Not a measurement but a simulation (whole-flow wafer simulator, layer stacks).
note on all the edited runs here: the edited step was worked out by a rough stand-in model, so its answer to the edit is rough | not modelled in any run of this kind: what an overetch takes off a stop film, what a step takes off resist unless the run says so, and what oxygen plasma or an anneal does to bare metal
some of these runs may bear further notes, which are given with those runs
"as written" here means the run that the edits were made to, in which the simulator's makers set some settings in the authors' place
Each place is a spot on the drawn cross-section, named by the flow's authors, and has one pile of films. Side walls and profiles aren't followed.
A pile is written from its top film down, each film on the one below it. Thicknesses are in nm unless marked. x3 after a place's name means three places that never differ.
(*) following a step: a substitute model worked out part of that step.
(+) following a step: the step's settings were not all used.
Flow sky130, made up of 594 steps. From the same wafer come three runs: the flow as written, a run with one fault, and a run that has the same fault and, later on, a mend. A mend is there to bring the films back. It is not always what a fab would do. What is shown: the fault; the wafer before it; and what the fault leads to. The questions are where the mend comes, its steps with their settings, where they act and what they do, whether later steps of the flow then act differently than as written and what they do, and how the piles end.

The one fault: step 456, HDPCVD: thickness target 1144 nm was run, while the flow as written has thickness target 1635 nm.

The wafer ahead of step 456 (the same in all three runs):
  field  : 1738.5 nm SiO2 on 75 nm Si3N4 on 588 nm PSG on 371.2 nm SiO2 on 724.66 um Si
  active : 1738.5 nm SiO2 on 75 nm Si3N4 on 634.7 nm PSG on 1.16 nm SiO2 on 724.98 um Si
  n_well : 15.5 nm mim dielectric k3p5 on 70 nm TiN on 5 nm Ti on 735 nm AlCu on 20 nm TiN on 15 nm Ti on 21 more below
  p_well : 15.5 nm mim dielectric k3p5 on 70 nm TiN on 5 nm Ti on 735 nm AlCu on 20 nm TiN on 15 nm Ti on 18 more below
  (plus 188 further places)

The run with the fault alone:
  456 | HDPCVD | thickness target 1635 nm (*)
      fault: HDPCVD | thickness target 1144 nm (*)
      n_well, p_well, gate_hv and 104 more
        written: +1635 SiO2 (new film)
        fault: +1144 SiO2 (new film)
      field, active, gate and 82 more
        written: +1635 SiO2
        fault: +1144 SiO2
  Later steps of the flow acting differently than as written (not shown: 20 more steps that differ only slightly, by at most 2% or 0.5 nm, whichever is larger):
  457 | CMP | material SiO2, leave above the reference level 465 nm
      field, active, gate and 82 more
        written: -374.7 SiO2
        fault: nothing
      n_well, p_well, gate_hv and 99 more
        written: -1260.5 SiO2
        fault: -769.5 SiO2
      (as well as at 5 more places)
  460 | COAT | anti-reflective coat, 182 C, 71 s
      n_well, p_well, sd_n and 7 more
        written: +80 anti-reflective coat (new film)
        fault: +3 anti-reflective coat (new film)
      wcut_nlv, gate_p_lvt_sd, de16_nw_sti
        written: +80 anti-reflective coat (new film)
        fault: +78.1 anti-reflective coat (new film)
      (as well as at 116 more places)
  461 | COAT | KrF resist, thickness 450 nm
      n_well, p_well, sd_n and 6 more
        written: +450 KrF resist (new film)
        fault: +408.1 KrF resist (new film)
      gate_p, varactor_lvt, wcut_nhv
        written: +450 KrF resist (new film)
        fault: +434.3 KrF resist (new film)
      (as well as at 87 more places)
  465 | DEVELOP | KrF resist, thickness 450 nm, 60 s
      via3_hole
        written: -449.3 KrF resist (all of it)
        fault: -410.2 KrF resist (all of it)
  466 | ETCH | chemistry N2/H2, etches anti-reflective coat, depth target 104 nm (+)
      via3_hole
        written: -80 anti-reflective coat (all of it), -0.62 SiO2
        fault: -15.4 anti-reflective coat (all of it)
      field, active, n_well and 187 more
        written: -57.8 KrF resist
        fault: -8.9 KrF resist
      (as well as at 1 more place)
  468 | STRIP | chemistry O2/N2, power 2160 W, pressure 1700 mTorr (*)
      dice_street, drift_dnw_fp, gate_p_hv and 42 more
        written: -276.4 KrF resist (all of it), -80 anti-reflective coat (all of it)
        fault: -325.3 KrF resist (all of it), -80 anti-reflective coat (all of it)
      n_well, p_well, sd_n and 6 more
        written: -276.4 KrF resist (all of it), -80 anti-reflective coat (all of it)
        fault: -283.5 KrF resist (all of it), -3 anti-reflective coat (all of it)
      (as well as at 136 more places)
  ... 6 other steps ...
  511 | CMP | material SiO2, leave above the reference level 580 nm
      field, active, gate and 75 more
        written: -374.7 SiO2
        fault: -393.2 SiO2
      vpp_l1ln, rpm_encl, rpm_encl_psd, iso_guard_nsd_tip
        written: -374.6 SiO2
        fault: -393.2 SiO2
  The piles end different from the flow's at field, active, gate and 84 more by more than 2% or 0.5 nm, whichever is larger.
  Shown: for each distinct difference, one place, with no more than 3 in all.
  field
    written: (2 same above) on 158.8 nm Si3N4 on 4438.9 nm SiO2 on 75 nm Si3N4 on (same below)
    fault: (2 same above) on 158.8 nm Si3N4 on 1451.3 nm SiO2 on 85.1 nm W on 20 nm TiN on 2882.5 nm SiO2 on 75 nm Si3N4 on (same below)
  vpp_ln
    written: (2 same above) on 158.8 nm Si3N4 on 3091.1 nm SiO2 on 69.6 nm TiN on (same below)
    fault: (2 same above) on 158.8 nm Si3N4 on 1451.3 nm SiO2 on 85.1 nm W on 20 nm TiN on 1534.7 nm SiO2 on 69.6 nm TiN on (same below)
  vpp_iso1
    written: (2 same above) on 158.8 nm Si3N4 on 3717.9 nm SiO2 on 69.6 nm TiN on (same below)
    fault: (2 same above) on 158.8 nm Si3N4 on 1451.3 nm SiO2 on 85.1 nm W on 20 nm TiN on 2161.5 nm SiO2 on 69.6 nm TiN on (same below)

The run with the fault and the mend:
  The mend stands after step 456.
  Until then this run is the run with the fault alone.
  456a | HDPCVD | thickness target 491 nm (*) (the flow's step 456 again, with other settings)
      field, active, n_well and 189 more
        +491 SiO2
  None of the later steps of the flow acts differently than as written at any place that is followed.
  The piles end the same as the flow's at every place that both follow.
